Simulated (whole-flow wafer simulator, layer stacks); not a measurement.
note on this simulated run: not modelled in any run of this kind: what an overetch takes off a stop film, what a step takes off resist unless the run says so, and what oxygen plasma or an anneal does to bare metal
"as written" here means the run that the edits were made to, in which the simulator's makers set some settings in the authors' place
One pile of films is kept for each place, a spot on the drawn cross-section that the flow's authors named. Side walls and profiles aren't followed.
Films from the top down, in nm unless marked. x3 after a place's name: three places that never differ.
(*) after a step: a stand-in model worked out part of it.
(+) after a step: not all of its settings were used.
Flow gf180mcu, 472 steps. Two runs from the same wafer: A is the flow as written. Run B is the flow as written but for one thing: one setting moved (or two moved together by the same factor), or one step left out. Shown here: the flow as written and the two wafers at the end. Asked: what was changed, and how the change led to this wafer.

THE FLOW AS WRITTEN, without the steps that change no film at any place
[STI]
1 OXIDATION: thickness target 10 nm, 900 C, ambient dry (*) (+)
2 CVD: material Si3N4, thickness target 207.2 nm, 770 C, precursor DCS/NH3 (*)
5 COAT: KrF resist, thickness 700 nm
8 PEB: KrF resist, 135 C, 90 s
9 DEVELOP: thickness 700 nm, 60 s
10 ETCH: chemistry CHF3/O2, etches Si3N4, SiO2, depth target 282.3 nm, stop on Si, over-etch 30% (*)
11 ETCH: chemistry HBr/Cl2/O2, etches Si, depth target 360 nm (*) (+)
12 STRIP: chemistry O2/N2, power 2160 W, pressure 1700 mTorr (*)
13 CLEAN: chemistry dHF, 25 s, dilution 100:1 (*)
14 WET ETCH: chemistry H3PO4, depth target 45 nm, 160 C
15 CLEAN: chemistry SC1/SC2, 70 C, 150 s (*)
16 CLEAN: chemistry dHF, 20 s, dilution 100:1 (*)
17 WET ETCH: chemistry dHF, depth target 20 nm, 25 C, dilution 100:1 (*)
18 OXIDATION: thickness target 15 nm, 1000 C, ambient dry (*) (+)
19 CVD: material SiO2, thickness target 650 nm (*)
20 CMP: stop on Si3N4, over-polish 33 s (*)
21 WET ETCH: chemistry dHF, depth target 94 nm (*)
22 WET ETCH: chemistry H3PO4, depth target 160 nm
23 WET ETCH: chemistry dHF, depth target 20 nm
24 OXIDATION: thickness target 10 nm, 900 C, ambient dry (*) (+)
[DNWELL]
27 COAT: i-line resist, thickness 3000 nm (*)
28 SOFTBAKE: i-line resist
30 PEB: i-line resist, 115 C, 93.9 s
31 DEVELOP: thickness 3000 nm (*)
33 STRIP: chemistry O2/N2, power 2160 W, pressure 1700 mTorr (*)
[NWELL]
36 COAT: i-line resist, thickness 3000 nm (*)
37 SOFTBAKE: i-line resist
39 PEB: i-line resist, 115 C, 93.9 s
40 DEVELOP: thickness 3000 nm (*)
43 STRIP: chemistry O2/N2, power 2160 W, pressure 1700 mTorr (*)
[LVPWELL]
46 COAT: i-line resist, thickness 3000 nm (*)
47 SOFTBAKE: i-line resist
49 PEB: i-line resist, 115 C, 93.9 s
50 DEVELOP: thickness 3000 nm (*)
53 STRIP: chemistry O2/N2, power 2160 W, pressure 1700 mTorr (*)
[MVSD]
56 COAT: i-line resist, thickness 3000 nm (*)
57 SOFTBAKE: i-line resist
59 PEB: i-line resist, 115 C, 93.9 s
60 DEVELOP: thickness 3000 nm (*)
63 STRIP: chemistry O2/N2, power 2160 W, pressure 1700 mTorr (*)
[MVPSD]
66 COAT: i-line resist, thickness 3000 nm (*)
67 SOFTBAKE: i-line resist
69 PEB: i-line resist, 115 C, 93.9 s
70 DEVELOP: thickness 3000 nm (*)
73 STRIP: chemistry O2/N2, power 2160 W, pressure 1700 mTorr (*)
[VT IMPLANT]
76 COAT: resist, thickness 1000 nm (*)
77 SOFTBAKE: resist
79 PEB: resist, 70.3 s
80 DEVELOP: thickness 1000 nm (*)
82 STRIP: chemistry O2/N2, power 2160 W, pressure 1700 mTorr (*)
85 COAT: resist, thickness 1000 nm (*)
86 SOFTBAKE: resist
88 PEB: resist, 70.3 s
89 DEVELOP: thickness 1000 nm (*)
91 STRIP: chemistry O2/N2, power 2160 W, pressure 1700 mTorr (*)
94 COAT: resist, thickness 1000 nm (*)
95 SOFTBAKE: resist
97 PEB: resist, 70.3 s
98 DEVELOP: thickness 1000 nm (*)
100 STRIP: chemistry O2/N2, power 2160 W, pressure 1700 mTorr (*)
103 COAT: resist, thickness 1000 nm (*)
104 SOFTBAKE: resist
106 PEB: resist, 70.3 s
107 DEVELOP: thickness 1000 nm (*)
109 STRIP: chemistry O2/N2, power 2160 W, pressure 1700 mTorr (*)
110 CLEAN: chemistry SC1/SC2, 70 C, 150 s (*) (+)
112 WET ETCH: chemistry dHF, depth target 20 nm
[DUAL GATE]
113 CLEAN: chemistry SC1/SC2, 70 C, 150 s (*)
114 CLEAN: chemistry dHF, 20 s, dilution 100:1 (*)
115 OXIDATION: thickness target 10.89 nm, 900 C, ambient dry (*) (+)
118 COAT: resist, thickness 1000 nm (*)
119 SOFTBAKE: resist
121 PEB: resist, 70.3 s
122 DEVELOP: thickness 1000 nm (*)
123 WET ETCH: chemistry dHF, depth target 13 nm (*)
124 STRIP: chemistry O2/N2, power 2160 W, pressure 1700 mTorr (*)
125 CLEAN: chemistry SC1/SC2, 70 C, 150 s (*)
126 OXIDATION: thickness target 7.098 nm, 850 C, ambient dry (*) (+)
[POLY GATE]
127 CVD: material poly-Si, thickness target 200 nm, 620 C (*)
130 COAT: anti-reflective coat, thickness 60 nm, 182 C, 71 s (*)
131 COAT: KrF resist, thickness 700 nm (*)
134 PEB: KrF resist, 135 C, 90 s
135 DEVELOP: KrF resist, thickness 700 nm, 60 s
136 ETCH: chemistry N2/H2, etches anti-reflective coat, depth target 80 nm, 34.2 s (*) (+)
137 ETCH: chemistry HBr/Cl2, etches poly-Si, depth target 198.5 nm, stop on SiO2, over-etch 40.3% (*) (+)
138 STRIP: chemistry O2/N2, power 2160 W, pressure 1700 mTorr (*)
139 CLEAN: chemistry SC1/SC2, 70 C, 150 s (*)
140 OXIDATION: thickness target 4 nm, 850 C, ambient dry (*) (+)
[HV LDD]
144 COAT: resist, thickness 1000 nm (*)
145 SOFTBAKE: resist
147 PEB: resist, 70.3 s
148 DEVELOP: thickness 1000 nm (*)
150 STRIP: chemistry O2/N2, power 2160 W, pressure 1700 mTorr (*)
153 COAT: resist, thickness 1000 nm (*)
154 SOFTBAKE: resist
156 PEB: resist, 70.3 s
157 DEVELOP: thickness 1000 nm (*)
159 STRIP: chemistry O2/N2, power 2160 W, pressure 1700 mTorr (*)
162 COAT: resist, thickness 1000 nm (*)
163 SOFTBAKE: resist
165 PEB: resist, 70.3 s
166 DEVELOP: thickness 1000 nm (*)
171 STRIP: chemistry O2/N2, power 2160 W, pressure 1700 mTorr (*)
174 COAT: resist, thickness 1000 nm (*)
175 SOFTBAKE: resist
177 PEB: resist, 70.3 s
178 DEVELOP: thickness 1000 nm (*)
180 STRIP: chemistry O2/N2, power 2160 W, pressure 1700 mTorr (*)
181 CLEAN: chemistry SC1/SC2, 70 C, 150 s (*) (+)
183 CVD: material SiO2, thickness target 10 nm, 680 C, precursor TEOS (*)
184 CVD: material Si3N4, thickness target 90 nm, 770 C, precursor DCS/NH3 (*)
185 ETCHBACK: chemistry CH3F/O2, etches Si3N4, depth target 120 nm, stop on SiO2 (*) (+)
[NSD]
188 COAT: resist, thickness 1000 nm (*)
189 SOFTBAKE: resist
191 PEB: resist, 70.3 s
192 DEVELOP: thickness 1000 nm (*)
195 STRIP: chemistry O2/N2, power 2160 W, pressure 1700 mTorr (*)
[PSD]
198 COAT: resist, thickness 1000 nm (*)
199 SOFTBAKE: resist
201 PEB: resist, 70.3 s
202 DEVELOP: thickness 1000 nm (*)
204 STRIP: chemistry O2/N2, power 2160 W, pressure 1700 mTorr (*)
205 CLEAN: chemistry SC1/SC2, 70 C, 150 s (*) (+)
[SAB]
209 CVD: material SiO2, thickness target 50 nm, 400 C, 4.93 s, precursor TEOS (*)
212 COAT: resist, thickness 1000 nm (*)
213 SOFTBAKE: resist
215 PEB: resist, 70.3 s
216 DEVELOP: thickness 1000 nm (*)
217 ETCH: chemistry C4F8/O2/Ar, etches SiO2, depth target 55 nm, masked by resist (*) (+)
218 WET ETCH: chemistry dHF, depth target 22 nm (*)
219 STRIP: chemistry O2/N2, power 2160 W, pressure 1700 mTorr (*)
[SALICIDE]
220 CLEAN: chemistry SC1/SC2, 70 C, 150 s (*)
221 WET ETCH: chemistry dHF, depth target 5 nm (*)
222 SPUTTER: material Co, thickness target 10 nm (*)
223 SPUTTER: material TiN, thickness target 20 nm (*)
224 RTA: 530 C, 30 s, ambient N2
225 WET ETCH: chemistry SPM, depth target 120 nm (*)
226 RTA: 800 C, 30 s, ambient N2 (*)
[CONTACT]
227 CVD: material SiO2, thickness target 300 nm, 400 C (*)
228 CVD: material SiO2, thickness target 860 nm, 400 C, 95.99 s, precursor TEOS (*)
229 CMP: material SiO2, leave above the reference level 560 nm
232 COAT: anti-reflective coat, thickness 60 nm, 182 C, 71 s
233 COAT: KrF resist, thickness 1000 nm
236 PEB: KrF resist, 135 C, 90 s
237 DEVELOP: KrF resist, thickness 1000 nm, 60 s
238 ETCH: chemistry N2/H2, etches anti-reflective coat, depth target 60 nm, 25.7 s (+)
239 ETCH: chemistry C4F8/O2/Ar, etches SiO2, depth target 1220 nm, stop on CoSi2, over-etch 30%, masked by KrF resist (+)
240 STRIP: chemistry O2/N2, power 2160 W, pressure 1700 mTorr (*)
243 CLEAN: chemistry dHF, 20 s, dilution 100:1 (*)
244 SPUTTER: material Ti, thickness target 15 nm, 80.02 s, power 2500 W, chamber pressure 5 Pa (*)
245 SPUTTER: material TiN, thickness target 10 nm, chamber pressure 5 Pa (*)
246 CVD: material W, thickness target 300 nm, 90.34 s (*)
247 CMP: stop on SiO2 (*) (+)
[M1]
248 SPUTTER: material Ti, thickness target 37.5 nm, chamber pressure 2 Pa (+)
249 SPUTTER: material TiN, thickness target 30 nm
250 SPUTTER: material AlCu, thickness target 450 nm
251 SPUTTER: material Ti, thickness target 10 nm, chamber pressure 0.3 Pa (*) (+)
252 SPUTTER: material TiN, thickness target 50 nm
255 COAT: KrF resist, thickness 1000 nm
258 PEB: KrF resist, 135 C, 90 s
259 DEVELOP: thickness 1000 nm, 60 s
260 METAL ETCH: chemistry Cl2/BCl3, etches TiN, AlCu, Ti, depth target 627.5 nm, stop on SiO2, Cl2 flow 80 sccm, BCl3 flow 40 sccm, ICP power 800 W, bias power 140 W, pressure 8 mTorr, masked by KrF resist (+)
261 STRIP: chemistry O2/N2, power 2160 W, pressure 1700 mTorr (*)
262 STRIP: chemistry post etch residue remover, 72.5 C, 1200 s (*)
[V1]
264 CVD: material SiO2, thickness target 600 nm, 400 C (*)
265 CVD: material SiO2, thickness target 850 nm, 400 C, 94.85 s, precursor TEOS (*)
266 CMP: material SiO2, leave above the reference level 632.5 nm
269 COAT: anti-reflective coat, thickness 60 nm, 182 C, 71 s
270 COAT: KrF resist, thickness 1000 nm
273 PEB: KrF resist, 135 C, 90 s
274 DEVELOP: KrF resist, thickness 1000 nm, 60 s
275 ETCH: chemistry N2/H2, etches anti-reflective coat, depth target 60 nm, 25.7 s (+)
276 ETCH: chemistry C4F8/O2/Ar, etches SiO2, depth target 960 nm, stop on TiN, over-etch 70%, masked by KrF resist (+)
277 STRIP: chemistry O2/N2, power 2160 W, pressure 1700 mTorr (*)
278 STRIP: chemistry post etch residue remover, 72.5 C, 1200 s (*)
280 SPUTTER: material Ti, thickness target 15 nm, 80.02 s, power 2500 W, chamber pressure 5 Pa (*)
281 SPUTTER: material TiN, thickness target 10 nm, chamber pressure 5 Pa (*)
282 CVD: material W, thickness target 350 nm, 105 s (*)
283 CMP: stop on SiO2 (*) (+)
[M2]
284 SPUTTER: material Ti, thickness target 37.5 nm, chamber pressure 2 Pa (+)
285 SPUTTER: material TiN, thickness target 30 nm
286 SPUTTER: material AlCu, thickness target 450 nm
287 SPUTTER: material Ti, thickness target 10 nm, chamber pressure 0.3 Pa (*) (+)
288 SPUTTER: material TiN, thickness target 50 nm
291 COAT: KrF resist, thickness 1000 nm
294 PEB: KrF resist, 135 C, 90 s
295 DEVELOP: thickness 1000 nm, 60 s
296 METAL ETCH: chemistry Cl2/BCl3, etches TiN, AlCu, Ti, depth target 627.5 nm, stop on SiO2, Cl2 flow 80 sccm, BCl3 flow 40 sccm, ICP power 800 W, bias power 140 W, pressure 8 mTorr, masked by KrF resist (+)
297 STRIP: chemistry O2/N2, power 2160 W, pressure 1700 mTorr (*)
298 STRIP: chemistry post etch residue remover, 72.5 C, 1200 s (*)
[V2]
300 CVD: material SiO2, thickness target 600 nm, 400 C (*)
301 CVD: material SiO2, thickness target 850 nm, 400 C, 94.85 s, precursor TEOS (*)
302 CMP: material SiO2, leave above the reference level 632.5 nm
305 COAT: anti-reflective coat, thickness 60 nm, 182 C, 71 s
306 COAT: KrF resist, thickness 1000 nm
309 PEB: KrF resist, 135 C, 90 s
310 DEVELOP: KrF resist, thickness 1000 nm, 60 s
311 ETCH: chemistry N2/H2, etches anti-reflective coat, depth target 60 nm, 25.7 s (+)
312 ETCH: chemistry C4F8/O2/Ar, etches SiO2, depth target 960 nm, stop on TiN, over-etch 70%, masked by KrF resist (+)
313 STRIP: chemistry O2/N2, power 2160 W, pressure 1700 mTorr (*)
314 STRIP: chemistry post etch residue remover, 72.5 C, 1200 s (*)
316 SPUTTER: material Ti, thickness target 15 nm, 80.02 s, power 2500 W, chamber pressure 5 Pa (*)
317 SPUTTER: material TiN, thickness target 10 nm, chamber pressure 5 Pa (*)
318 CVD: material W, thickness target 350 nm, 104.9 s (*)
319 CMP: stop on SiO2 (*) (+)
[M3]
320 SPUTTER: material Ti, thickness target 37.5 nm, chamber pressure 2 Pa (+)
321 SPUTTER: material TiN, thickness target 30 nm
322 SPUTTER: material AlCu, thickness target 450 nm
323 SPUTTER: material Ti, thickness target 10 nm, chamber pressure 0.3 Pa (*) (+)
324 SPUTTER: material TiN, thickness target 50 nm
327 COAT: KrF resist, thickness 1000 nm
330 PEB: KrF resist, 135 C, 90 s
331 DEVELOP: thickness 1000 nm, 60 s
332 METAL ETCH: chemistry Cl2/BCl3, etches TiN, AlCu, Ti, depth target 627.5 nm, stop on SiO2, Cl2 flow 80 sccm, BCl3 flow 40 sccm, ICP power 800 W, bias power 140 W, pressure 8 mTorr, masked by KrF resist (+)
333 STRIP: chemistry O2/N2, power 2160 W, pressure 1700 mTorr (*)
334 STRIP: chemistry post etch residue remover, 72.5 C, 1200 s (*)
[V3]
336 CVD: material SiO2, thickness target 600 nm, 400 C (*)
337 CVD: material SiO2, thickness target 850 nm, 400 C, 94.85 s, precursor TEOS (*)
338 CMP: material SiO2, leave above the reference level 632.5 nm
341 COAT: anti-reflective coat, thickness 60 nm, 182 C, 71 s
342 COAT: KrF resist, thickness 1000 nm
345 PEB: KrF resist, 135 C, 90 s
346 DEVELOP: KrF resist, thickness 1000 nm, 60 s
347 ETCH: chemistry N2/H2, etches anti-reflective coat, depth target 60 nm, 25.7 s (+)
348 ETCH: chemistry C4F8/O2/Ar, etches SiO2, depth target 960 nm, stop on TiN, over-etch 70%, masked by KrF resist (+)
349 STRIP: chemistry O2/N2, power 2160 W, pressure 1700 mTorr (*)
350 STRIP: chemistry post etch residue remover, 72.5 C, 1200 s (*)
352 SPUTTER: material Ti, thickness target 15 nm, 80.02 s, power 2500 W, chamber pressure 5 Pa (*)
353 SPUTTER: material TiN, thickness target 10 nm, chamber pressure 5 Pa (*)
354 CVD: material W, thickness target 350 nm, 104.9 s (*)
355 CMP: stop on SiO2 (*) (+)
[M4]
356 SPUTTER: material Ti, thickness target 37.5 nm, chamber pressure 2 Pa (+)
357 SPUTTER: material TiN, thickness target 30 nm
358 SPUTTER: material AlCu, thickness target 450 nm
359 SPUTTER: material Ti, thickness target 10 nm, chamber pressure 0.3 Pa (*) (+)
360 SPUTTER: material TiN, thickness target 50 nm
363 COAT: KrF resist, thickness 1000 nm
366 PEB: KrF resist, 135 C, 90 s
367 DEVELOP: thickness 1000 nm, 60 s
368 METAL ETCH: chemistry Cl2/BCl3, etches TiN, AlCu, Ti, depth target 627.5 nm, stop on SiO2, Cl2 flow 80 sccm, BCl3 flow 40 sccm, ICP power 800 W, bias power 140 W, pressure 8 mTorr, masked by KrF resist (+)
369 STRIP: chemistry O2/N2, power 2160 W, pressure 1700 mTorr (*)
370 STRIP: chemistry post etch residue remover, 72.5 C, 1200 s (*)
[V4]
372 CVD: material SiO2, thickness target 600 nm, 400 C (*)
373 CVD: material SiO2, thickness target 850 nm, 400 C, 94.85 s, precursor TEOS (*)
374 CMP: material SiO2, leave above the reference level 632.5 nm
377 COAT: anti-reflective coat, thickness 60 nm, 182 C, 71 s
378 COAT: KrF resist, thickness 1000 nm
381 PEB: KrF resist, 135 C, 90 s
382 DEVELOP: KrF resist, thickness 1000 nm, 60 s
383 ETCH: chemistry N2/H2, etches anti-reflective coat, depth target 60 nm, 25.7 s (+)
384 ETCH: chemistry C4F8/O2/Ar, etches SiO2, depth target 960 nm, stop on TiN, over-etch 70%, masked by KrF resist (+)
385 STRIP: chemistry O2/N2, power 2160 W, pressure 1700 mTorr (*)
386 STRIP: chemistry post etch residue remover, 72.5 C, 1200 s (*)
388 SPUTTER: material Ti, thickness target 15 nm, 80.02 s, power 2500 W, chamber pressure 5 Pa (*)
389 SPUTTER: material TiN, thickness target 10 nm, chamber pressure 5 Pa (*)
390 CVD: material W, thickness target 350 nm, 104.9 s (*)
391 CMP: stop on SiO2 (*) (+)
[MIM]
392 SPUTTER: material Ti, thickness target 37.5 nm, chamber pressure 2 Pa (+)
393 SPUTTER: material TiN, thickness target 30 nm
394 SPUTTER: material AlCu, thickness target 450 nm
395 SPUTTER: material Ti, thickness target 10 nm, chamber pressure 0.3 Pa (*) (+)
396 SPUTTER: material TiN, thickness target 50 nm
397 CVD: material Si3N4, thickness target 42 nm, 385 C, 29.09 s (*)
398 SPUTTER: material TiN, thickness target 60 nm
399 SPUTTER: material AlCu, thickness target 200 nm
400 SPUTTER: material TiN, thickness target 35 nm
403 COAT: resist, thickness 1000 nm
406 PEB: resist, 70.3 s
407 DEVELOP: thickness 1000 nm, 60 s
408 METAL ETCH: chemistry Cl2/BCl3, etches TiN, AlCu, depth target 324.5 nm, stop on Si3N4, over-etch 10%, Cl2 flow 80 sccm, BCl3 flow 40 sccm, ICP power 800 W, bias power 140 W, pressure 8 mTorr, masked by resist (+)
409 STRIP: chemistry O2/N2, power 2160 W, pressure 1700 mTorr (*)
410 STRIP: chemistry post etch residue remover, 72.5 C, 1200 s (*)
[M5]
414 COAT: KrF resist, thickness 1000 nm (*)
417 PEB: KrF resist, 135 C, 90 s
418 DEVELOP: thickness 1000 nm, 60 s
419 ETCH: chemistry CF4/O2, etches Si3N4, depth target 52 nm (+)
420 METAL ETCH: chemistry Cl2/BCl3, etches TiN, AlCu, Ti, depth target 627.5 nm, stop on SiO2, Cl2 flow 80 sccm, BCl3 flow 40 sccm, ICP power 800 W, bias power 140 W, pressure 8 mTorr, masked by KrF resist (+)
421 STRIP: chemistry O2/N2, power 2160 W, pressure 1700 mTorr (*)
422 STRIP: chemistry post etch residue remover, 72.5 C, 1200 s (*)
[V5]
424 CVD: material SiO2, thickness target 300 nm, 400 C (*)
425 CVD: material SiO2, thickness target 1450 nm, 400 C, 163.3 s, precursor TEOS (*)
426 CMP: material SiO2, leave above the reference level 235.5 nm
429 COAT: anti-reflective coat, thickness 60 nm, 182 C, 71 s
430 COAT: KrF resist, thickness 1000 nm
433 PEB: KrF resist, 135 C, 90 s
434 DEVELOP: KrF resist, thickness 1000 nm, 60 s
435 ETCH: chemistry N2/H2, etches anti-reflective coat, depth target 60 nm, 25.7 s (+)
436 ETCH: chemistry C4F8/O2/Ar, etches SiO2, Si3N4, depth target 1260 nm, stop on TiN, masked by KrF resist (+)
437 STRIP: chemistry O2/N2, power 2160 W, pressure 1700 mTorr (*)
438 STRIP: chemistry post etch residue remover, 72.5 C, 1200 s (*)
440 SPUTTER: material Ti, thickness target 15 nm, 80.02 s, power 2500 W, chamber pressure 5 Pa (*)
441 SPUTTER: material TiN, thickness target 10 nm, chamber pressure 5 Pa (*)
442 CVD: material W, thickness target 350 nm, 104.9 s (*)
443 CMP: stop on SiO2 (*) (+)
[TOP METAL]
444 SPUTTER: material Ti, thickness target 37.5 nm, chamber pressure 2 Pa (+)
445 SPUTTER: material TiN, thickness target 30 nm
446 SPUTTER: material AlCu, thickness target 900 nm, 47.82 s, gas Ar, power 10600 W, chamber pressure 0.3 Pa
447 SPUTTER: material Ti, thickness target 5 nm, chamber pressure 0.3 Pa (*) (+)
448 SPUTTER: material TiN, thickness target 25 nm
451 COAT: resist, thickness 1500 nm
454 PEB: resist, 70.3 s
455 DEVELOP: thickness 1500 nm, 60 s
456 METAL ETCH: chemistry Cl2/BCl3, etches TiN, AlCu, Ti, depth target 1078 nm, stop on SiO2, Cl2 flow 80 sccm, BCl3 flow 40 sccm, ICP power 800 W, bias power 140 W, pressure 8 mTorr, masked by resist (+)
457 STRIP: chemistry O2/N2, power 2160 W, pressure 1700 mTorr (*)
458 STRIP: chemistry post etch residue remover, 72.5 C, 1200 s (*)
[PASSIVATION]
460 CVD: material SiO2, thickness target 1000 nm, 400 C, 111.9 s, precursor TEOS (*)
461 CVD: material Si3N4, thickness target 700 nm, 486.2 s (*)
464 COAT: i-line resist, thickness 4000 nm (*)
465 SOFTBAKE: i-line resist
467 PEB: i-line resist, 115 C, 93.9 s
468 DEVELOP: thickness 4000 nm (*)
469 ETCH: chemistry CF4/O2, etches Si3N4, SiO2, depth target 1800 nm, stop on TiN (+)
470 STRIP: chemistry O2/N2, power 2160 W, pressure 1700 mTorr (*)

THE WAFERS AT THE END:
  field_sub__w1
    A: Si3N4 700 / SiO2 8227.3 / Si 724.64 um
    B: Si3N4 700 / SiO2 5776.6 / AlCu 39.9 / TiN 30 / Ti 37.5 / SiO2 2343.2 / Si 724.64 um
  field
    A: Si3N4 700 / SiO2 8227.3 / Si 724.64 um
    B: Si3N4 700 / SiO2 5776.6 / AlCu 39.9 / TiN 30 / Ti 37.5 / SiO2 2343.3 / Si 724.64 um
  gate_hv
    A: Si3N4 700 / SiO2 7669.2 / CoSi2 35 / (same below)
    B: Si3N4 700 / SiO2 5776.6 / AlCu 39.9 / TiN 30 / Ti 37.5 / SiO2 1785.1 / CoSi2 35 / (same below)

The cause: step 296, METAL ETCH: depth target 464.4 nm was run, where the flow has depth target 627.5 nm.

How the change led to this, step by step:
  296 METAL ETCH: chemistry Cl2/BCl3, etches TiN, AlCu, Ti, depth target 627.5 nm, stop on SiO2, Cl2 flow 80 sccm, BCl3 flow 40 sccm, ICP power 800 W, bias power 140 W, pressure 8 mTorr, masked by KrF resist (+)
      field, field__w1, field__w2 and 103 more: A TiN -50 (all of it), Ti -10 (all of it), AlCu -450 (all of it), TiN -30 (all of it), Ti -37.5 (all of it) | B TiN -50 (all of it), Ti -10 (all of it), AlCu -404.4
      field__w8, contact, m1, m1__w1, m1_nw: A KrF resist -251 | B KrF resist -185.8
  297 STRIP: chemistry O2/N2, power 2160 W, pressure 1700 mTorr (*)
      field__w8, contact, m1, m1__w1, m1_nw: A KrF resist -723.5 (all of it) | B KrF resist -788.8 (all of it)
  298 STRIP: chemistry post etch residue remover, 72.5 C, 1200 s (*)
      field, field__w1, field__w2 and 103 more: A nothing | B AlCu -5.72
  300 CVD: material SiO2, thickness target 600 nm, 400 C (*)
      field, field__w1, field__w2 and 103 more: A SiO2 +600 | B SiO2 +600 (new film)
  302 CMP: material SiO2, leave above the reference level 632.5 nm
      field, field__w1, field__w2 and 103 more: A SiO2 -300 | B SiO2 -407.4
Counting metal films that touch as one body, field_sub__w1 has 1 body; the flow as written gives 0 bodies.
Counting metal films that touch as one body, field has 1 body; the flow as written gives 0 bodies.
Counting metal films that touch as one body, gate_hv has 2 bodies (between them, from the top down: SiO2 1785.1); the flow as written gives 1 body.
